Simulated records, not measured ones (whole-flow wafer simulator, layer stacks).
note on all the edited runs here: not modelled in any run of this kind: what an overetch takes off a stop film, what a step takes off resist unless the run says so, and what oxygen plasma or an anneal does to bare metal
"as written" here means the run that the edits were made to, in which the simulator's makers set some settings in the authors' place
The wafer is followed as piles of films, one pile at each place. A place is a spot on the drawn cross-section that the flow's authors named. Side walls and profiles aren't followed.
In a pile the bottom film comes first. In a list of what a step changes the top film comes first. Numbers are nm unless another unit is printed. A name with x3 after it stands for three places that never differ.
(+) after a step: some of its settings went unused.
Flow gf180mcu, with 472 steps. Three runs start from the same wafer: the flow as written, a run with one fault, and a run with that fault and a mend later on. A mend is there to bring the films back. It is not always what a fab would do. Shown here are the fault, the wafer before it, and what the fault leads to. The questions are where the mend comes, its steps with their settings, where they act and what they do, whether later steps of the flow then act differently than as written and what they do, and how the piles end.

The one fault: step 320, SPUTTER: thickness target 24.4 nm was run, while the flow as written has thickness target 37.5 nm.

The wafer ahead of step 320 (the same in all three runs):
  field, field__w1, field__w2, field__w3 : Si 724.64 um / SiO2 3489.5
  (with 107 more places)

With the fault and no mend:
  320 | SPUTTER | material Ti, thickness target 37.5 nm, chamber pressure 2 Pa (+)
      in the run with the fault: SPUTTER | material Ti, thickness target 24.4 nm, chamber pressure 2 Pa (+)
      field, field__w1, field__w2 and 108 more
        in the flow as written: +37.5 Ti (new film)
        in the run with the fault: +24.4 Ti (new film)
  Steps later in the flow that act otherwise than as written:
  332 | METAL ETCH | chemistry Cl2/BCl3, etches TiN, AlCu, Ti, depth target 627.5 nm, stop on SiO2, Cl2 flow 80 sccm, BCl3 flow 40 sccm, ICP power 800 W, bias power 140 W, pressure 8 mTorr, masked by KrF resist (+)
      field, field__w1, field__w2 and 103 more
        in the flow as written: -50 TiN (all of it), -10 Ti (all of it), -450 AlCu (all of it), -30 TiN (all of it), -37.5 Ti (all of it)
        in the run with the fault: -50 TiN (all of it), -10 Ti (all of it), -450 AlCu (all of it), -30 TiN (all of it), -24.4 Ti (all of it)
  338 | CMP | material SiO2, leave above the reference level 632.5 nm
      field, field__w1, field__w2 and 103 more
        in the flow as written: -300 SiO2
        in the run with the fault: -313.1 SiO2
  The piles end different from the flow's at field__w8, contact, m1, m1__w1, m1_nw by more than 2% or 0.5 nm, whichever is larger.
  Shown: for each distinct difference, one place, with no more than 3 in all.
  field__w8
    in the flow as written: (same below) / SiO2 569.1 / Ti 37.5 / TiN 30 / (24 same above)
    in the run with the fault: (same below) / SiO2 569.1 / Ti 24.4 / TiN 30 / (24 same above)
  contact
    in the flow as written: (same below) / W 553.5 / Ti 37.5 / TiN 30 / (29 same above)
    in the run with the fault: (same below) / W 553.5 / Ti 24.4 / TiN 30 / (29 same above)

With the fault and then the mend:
  The mend follows step 320.
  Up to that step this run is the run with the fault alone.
  320a | SPUTTER | material Ti, thickness target 13.1 nm, chamber pressure 2 Pa (+) (a further turn of the flow's step 320, with different settings)
      field, field__w1, field__w2 and 108 more
        +13.1 Ti
  None of the later steps of the flow acts differently than as written at any place that is followed.
  At every place that both follow, the piles at the end match the flow's.
